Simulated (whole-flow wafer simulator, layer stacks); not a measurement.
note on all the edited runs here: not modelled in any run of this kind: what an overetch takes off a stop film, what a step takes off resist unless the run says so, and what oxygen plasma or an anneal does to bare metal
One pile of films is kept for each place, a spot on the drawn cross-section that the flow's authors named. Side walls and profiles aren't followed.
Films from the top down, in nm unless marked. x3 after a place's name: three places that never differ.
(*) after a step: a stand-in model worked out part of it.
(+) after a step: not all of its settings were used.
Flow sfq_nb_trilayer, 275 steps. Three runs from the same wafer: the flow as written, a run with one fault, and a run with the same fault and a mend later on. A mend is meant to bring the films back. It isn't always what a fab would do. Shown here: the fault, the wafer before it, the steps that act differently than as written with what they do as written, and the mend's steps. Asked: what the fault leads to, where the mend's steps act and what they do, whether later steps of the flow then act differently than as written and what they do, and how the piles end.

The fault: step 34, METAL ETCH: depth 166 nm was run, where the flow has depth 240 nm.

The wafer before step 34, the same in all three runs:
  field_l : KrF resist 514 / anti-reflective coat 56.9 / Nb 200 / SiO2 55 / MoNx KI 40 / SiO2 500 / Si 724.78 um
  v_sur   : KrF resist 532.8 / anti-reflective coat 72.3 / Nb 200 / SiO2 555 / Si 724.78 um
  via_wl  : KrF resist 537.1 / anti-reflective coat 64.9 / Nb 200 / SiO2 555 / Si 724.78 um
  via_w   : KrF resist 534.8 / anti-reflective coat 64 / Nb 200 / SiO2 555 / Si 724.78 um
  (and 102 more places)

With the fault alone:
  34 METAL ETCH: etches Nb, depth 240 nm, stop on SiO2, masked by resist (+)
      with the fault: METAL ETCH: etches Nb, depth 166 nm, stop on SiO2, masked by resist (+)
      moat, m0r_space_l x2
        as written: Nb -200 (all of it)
        with the fault: Nb -166
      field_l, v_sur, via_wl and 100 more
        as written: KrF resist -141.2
        with the fault: KrF resist -97.6
  Later steps of the flow that act differently than as written:
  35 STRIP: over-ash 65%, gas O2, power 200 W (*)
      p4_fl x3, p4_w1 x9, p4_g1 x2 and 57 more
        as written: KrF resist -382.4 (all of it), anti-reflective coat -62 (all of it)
        with the fault: KrF resist -425.9 (all of it), anti-reflective coat -62 (all of it)
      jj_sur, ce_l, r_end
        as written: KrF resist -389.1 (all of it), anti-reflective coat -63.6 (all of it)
        with the fault: KrF resist -432.6 (all of it), anti-reflective coat -63.6 (all of it)
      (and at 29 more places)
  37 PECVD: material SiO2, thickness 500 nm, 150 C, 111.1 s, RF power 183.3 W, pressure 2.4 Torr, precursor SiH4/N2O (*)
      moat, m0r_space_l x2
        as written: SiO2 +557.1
        with the fault: SiO2 +523.1 (new film)
  At the end the piles differ from the flow's by more than 2% or 0.5 nm, whichever is larger, at moat, m0r_space_l x2.
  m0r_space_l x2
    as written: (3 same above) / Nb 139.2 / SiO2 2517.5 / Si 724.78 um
    with the fault: (3 same above) / Nb 139.2 / SiO2 1928.5 / Nb 34 / SiO2 555 / Si 724.78 um
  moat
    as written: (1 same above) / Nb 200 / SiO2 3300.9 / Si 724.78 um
    with the fault: (1 same above) / Nb 200 / SiO2 2711.9 / Nb 34 / SiO2 555 / Si 724.78 um

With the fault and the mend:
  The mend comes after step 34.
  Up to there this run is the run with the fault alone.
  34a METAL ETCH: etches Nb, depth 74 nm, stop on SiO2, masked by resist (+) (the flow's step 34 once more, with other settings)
      field_l, v_sur, via_wl and 100 more
        KrF resist -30
      moat, m0r_space_l x2
        Nb -34 (all of it)
  Later steps of the flow that act differently than as written:
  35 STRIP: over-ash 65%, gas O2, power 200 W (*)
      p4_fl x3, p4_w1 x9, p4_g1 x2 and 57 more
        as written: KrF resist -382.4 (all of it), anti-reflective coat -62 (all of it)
        with the mend: KrF resist -395.9 (all of it), anti-reflective coat -62 (all of it)
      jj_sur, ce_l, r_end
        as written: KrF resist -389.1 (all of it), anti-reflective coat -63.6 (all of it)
        with the mend: KrF resist -402.6 (all of it), anti-reflective coat -63.6 (all of it)
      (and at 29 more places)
  At the end the piles are the same as the flow's at every place that both follow.
